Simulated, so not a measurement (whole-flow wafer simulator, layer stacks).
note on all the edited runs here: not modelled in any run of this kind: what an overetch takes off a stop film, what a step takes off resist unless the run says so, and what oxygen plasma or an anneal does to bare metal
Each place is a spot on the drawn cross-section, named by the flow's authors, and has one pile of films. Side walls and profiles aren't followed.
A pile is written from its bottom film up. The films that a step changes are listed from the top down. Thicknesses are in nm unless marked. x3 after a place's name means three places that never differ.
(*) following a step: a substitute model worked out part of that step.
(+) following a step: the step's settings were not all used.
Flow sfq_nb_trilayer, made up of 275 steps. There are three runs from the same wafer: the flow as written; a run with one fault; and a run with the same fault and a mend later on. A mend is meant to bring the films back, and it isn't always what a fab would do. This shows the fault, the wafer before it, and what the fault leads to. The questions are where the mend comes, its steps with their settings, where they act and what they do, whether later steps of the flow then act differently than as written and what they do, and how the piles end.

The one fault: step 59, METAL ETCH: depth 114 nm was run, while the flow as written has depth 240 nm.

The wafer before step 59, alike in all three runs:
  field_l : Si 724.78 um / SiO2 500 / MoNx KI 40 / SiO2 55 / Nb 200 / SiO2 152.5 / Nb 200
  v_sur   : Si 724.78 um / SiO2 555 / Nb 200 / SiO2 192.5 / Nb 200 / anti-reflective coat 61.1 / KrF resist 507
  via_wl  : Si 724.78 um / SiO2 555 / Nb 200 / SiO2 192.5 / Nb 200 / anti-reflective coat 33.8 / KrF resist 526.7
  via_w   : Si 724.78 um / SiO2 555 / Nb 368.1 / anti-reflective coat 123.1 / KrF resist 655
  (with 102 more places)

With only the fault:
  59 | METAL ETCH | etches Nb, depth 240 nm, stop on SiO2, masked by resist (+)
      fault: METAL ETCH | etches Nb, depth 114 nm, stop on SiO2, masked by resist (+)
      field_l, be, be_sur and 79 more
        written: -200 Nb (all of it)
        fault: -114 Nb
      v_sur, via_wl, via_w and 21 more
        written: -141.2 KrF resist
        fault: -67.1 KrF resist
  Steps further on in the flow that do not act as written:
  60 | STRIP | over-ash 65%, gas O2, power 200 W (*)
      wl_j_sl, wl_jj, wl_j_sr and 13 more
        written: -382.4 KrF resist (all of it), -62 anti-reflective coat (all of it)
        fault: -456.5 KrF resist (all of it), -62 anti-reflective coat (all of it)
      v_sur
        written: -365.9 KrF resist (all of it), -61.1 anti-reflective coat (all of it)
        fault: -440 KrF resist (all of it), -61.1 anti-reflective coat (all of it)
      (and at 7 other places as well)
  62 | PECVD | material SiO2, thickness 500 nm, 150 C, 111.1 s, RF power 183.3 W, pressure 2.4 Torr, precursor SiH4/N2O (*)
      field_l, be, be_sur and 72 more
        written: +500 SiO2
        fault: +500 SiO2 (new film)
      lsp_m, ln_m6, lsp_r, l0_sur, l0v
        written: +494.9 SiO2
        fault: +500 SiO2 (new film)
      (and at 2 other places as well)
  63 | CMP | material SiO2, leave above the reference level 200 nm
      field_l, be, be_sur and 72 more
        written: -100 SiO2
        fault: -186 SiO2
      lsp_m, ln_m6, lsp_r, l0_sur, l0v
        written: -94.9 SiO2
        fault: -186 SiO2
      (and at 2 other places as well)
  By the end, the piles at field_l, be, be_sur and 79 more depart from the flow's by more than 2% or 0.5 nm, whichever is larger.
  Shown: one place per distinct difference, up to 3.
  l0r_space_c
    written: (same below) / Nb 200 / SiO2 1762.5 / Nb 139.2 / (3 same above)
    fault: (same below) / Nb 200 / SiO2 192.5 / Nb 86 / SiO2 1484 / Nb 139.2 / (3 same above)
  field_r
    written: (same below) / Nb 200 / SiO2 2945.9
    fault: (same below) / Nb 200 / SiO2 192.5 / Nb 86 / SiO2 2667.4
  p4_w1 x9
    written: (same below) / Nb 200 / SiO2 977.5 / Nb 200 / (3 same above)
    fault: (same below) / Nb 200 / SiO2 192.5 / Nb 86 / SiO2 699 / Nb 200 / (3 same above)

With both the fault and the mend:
  After step 59 comes the mend.
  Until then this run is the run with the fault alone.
  59a | METAL ETCH | etches Nb, depth 126 nm, stop on SiO2, masked by resist (+) (a further turn of the flow's step 59, with different settings)
      field_l, be, be_sur and 79 more
        -86 Nb (all of it)
      v_sur, via_wl, via_w and 21 more
        -74.1 KrF resist
  Every later step of the flow that is run acts as written at every place that is followed.
  At every place that both follow, the piles at the end match the flow's.
